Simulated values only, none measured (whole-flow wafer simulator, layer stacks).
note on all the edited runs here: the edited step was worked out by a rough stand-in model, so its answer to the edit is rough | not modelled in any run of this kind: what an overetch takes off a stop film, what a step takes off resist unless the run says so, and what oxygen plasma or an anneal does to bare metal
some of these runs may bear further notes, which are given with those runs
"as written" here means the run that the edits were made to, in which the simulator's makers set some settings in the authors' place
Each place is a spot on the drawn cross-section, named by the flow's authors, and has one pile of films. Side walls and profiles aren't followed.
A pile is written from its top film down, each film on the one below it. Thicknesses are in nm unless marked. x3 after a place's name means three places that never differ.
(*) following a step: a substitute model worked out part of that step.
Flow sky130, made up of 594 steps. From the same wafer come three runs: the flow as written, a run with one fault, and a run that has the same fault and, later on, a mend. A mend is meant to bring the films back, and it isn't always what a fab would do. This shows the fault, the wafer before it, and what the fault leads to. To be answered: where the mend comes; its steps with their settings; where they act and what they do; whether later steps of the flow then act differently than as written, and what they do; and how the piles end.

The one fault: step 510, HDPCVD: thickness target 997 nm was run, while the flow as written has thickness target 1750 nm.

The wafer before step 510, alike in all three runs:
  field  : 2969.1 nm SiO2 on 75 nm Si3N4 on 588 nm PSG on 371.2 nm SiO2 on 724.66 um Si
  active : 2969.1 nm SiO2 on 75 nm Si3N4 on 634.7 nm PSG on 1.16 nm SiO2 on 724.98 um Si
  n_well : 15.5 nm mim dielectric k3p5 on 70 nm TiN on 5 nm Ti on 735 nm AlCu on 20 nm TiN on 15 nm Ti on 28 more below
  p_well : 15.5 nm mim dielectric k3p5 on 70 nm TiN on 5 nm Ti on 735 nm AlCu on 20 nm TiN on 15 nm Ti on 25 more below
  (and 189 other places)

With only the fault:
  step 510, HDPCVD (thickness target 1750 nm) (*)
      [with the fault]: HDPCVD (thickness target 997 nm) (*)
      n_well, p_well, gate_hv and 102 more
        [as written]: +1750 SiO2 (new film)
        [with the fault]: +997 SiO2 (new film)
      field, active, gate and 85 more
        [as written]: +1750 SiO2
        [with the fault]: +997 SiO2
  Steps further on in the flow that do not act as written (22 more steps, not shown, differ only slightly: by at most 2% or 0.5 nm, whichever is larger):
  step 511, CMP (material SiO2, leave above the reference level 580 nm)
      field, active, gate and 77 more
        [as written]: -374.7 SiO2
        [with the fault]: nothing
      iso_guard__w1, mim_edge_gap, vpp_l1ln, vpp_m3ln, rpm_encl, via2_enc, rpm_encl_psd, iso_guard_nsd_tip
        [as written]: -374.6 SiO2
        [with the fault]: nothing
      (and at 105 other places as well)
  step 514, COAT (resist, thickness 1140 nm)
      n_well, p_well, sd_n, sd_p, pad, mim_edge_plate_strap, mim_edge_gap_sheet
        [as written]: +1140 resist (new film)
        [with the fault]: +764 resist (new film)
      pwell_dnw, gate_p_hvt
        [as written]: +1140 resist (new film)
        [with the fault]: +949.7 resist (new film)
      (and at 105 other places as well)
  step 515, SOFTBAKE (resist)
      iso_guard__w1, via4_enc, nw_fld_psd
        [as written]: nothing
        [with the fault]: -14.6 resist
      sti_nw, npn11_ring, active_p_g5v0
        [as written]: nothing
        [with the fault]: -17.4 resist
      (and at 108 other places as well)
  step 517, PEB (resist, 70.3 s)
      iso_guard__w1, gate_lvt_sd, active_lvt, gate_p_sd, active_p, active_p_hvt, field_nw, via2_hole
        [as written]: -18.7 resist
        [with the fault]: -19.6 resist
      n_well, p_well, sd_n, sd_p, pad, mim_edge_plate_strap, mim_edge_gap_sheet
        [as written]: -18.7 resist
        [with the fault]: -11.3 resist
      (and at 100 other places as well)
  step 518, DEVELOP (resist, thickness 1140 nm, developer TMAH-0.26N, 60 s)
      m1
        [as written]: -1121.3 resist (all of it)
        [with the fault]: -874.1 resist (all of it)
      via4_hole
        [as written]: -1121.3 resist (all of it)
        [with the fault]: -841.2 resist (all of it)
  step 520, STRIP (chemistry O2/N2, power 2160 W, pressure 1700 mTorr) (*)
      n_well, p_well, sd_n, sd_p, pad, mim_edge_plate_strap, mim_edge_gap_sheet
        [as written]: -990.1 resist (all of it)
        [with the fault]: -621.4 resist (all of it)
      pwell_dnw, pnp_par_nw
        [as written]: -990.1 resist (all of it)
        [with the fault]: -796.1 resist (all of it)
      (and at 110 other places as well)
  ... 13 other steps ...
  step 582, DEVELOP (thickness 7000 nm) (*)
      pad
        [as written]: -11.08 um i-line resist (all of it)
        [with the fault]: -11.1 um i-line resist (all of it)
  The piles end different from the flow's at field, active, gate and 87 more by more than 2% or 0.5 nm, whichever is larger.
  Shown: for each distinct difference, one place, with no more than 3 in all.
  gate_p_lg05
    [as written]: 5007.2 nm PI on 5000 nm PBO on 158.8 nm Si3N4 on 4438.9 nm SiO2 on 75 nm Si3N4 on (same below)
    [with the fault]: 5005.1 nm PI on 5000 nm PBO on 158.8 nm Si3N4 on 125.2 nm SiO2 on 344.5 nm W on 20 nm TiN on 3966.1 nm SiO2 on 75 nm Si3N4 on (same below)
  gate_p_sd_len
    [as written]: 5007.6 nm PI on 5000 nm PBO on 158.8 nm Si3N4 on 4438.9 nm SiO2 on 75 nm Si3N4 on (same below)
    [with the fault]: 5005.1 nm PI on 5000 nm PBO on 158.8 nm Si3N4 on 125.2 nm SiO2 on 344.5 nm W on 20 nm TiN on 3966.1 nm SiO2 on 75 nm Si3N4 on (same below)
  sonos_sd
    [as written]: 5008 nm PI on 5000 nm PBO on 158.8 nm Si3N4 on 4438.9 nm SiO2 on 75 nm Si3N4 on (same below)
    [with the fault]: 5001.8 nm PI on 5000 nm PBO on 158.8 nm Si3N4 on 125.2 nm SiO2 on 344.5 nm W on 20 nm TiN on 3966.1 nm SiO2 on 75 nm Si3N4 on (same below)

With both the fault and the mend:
  The mend stands after step 510.
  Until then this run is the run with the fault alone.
  step 510a, HDPCVD (thickness target 753 nm) (*) (the flow's step 510, run once more with other settings)
      field, active, n_well and 190 more
        +753 SiO2
  Every later step of the flow that is run acts as written at every place that is followed.
  By the end, the piles equal the flow's at every place that both follow.
